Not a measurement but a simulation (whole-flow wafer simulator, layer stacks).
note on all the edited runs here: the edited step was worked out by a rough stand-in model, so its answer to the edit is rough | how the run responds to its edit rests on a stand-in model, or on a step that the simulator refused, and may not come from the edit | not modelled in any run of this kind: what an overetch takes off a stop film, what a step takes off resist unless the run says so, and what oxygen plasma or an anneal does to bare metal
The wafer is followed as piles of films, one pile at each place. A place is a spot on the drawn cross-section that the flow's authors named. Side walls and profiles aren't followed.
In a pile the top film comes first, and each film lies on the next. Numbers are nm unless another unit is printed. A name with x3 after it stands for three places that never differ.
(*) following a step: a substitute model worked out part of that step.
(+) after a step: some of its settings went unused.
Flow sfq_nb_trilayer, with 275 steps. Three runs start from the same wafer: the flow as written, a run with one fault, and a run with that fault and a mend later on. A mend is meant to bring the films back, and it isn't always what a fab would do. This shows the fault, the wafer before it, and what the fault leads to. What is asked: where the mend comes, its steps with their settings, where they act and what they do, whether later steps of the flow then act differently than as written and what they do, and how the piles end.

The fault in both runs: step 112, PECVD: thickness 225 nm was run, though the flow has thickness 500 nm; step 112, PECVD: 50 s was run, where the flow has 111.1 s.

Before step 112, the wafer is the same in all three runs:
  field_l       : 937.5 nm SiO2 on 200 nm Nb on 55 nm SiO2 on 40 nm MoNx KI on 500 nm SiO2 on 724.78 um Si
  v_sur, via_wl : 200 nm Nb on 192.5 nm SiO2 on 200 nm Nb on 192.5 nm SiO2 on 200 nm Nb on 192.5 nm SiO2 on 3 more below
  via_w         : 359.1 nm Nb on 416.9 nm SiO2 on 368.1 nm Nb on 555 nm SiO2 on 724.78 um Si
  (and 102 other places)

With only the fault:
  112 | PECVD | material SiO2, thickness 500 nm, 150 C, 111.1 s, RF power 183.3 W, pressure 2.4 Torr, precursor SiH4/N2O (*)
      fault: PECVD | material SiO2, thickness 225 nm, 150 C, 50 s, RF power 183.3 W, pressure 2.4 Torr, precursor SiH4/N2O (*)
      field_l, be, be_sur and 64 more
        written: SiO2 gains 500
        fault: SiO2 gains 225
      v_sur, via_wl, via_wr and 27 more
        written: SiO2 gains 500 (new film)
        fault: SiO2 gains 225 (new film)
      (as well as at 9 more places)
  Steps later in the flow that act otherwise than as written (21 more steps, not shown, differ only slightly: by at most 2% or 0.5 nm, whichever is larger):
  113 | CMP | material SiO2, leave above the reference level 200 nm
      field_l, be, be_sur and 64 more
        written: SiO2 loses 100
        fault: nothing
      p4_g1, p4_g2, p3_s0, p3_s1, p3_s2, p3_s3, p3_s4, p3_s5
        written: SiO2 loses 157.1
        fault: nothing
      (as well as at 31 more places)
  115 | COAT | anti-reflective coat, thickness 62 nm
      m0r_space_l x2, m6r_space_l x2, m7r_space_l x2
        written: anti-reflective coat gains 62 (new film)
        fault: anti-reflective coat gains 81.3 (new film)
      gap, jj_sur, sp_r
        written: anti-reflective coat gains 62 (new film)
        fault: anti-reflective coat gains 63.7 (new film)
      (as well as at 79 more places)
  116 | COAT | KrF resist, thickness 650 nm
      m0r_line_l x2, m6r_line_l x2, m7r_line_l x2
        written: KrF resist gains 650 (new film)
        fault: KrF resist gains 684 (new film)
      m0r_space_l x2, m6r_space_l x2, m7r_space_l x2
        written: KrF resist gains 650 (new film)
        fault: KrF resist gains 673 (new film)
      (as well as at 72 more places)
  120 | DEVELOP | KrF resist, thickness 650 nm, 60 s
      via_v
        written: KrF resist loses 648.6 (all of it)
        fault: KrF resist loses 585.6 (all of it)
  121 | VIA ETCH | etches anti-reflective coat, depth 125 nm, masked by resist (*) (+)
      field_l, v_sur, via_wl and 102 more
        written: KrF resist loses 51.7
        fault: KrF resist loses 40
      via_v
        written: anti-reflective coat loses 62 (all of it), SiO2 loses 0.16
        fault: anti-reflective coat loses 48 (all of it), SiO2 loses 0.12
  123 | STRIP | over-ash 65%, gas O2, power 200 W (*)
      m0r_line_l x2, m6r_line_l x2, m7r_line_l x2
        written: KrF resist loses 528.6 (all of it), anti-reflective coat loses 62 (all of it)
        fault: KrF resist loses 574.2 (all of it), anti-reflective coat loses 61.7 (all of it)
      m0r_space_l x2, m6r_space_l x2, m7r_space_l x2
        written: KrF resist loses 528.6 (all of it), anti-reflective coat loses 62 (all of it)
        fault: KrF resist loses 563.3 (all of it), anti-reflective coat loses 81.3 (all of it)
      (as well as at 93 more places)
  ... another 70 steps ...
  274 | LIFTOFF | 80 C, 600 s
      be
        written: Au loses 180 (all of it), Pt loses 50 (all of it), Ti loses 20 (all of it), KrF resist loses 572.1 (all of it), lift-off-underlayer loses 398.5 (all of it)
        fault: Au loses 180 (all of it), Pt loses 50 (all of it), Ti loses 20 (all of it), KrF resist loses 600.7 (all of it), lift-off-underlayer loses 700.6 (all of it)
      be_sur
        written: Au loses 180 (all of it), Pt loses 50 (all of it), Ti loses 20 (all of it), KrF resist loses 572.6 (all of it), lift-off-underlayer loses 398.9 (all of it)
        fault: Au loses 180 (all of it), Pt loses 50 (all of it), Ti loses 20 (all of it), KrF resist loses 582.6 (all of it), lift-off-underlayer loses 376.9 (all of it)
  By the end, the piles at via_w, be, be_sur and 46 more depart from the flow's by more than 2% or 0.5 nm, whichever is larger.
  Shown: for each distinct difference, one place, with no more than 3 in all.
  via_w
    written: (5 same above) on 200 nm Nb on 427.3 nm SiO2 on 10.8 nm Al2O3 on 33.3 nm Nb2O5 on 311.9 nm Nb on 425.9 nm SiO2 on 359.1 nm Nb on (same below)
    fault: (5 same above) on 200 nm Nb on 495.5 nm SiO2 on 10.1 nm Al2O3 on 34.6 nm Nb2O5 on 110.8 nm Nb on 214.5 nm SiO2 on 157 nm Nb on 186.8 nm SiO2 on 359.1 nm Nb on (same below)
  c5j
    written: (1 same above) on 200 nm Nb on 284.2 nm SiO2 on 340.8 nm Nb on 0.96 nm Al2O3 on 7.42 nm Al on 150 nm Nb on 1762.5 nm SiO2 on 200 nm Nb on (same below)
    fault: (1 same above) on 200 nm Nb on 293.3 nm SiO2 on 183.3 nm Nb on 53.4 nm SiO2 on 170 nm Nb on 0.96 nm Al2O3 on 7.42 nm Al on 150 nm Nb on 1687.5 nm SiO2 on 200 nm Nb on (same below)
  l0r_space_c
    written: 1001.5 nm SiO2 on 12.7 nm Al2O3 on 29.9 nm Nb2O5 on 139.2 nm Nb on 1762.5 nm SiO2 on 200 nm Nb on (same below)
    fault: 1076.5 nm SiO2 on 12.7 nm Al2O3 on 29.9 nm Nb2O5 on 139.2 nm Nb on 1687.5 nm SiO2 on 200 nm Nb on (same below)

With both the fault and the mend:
  After step 112 comes the mend.
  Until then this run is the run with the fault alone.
  112a | PECVD | material SiO2, thickness 275 nm, 150 C, 61.11 s, RF power 183.3 W, pressure 2.4 Torr, precursor SiH4/N2O (*) (a further turn of the flow's step 112, with different settings)
      field_l, v_sur, via_wl and 102 more
        SiO2 gains 275
      via_w
        SiO2 gains 276.2
  Steps later in the flow that act otherwise than as written:
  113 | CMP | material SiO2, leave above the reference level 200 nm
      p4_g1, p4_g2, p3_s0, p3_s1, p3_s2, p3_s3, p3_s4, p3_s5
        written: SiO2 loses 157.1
        mend: SiO2 loses 100
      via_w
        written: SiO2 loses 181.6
        mend: SiO2 loses 37.1
  The piles end the same as the flow's at every place that both follow.
